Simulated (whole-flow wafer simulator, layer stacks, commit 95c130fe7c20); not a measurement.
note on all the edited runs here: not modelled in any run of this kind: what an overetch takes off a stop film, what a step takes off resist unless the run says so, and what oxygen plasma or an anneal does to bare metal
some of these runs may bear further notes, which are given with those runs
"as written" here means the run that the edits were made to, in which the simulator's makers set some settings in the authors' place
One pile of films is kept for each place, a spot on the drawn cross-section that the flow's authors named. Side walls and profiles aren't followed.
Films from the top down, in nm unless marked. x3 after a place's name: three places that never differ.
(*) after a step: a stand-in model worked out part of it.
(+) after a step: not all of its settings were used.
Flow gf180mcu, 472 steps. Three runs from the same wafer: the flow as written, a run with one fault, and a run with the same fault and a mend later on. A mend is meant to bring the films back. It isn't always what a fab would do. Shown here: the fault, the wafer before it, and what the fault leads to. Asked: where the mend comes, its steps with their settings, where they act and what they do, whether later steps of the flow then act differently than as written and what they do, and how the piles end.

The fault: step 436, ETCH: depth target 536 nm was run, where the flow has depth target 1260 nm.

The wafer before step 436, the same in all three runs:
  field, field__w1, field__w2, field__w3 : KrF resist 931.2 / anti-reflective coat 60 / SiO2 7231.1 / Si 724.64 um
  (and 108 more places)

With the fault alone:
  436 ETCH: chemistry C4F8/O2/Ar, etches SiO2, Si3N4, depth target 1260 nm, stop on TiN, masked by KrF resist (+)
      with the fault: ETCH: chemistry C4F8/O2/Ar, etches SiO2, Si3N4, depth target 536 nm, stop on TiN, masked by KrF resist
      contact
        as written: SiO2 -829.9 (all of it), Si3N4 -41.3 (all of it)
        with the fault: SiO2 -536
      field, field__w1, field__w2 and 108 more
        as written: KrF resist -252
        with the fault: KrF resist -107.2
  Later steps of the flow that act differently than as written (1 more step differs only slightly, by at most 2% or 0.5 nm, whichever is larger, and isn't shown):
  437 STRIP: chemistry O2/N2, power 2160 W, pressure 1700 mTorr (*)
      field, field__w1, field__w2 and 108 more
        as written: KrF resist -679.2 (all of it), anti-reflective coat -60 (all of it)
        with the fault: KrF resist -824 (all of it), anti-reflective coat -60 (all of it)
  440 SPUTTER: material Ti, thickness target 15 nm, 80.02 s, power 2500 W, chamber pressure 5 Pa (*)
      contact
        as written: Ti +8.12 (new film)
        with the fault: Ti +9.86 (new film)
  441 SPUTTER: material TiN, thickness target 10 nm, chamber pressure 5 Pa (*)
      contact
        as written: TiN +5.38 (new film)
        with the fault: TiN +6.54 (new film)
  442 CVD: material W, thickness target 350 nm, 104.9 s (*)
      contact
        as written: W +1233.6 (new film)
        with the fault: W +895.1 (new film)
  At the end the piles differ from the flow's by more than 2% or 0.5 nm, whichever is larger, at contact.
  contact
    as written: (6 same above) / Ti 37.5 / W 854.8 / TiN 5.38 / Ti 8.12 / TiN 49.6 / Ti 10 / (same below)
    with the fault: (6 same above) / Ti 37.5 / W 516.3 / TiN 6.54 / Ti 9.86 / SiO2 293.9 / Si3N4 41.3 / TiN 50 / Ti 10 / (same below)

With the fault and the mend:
  The mend comes after step 436.
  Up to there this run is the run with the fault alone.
  436a ETCH: chemistry C4F8/O2/Ar, etches SiO2, Si3N4, depth target 724 nm, stop on TiN, masked by KrF resist (+) (the flow's step 436 once more, with other settings)
      field, field__w1, field__w2 and 108 more
        KrF resist -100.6
      contact
        SiO2 -293.9 (all of it), Si3N4 -41.3 (all of it)
  Later steps of the flow that act differently than as written:
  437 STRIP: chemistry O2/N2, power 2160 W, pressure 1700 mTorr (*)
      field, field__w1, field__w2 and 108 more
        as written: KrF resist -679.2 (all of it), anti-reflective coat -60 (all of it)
        with the mend: KrF resist -723.4 (all of it), anti-reflective coat -60 (all of it)
  At the end the piles are the same as the flow's at every place that both follow.
